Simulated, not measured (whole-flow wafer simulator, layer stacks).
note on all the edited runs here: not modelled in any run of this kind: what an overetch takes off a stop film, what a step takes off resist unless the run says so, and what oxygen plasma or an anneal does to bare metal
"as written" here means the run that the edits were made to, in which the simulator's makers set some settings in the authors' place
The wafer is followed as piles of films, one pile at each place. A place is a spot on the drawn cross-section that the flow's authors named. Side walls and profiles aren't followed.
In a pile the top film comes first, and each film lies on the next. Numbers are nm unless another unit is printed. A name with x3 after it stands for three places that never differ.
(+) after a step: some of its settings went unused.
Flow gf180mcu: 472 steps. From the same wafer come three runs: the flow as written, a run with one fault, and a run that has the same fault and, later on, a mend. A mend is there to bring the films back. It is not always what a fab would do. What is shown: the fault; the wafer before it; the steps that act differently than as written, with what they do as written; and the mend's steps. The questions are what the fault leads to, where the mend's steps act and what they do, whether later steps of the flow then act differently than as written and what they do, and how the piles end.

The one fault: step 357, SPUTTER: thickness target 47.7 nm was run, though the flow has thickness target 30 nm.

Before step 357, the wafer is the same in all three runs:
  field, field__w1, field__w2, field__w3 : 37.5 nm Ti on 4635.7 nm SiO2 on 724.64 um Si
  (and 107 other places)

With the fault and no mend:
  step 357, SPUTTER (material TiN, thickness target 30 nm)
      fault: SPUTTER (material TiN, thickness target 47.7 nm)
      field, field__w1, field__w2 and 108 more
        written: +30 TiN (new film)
        fault: +47.7 TiN (new film)
  Steps further on in the flow that do not act as written:
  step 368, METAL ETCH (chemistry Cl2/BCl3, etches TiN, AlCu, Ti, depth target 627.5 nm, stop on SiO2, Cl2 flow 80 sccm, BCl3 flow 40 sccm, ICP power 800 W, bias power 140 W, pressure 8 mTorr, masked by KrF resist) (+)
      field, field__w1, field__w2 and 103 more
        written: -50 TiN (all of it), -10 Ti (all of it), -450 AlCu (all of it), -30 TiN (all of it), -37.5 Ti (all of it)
        fault: -50 TiN (all of it), -10 Ti (all of it), -450 AlCu (all of it), -47.7 TiN (all of it), -37.5 Ti (all of it)
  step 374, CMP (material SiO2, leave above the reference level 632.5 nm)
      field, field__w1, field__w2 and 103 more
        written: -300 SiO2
        fault: -282.3 SiO2
  At field__w8, contact, m1, m1__w1, m1_nw, the piles at the end differ from the flow's by more than 2% or 0.5 nm, whichever is larger.
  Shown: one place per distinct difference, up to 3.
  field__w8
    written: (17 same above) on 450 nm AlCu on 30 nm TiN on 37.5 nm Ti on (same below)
    fault: (17 same above) on 450 nm AlCu on 47.7 nm TiN on 37.5 nm Ti on (same below)
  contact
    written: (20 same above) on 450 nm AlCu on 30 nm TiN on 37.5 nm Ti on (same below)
    fault: (20 same above) on 450 nm AlCu on 47.7 nm TiN on 37.5 nm Ti on (same below)

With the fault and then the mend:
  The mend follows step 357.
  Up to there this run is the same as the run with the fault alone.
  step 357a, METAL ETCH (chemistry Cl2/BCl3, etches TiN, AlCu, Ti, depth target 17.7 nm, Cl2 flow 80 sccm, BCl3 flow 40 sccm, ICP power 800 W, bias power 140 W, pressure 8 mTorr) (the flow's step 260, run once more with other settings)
      field, field__w1, field__w2 and 108 more
        -17.7 TiN
  Later steps of the flow that are run all act as written at every place that is followed.
  By the end, the piles equal the flow's at every place that both follow.
